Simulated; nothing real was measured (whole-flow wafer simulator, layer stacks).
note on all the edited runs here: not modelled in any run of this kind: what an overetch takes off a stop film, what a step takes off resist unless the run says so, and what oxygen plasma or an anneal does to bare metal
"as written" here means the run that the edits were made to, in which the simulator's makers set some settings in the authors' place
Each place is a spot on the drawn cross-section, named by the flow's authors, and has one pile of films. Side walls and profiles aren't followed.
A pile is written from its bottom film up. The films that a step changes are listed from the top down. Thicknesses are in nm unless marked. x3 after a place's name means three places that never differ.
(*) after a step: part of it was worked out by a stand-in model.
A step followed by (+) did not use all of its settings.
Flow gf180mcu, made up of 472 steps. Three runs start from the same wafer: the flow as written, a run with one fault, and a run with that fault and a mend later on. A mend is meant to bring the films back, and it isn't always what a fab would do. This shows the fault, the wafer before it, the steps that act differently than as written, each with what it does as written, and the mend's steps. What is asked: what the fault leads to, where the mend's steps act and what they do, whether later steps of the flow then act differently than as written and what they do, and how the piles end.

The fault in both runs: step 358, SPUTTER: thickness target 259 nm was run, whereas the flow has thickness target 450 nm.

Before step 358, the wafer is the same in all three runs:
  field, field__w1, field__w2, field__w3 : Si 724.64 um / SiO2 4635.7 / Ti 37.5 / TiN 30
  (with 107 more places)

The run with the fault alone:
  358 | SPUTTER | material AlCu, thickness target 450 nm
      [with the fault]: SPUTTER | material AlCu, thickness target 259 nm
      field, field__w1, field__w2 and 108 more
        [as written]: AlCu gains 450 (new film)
        [with the fault]: AlCu gains 259 (new film)
  Steps further on in the flow that do not act as written:
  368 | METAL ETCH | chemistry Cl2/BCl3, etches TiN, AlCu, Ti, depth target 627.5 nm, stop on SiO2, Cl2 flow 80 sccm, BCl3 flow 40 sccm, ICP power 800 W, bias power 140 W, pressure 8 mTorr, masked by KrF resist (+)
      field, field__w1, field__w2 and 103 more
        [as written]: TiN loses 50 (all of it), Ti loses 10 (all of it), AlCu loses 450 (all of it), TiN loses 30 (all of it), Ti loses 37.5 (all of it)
        [with the fault]: TiN loses 50 (all of it), Ti loses 10 (all of it), AlCu loses 259 (all of it), TiN loses 30 (all of it), Ti loses 37.5 (all of it)
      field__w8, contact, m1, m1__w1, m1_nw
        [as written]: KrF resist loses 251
        [with the fault]: KrF resist loses 231.9
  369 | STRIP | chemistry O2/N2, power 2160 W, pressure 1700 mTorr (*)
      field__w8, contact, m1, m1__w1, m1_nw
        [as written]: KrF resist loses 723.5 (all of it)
        [with the fault]: KrF resist loses 742.6 (all of it)
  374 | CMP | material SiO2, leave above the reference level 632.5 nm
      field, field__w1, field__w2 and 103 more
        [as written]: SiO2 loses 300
        [with the fault]: SiO2 loses 491
  At field, field__w1, field__w2 and 109 more, the piles at the end differ from the flow's by more than 2% or 0.5 nm, whichever is larger.
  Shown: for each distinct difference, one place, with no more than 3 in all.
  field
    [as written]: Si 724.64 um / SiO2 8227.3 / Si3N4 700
    [with the fault]: Si 724.64 um / SiO2 8036.3 / Si3N4 700
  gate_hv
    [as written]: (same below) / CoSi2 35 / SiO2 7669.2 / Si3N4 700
    [with the fault]: (same below) / CoSi2 35 / SiO2 7478.2 / Si3N4 700
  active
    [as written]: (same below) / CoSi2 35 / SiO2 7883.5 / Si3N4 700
    [with the fault]: (same below) / CoSi2 35 / SiO2 7692.5 / Si3N4 700

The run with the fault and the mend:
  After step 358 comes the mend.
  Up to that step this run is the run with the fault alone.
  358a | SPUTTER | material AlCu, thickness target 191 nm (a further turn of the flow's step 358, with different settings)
      field, field__w1, field__w2 and 108 more
        AlCu gains 191
  Later steps of the flow that are run all act as written at every place that is followed.
  By the end, the piles equal the flow's at every place that both follow.
